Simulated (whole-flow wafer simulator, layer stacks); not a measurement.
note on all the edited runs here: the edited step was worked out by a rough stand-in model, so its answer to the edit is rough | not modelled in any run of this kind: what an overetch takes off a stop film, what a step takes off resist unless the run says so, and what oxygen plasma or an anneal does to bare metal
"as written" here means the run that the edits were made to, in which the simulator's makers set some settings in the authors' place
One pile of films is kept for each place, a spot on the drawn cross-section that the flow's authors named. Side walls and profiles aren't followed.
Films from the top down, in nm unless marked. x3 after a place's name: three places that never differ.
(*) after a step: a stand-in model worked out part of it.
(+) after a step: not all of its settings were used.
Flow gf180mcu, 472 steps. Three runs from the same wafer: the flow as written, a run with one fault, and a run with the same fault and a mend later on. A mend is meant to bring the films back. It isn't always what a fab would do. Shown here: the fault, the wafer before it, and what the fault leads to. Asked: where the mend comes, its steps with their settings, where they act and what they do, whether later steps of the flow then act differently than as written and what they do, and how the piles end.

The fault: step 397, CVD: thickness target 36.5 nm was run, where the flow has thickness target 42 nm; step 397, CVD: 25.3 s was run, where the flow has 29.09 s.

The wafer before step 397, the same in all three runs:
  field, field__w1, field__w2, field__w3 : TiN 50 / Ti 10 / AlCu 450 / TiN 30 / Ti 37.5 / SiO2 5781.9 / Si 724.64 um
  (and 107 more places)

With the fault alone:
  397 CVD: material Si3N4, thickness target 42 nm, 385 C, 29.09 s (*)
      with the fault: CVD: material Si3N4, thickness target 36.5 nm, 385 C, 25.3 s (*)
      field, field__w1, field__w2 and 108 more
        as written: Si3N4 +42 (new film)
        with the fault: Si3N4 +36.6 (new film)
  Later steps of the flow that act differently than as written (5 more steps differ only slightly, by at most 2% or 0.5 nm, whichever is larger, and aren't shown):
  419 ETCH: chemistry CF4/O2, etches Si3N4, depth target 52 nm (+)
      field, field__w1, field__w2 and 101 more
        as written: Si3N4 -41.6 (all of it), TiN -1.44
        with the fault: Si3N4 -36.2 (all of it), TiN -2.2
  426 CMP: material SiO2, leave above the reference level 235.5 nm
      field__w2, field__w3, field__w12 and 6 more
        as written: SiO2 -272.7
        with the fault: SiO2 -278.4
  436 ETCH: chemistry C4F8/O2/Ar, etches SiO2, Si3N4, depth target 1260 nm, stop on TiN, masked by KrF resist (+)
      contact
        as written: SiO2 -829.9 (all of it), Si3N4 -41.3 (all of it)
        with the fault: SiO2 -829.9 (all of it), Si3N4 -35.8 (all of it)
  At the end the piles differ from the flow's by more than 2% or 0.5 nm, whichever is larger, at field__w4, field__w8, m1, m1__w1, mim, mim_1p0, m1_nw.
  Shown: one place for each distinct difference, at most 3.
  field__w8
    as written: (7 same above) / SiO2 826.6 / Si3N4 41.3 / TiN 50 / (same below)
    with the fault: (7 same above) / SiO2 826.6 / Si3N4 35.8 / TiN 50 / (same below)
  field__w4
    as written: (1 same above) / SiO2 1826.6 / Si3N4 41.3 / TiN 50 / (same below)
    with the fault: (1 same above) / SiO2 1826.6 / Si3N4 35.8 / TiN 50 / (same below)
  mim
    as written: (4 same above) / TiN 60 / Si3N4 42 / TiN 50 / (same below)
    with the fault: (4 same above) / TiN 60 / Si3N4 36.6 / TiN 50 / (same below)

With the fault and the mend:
  The mend comes after step 397.
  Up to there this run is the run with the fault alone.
  397a CVD: material Si3N4, thickness target 5.5 nm, 385 C, 3.809 s (the flow's step 397 once more, with other settings)
      field, field__w1, field__w2 and 108 more
        Si3N4 +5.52
  No later step of the flow acts differently than as written, at any place that is followed, by more than 2% or 0.5 nm, whichever is larger.
  At the end the piles differ from the flow's only slightly at the places that both follow, by at most 2% or 0.5 nm, whichever is larger.
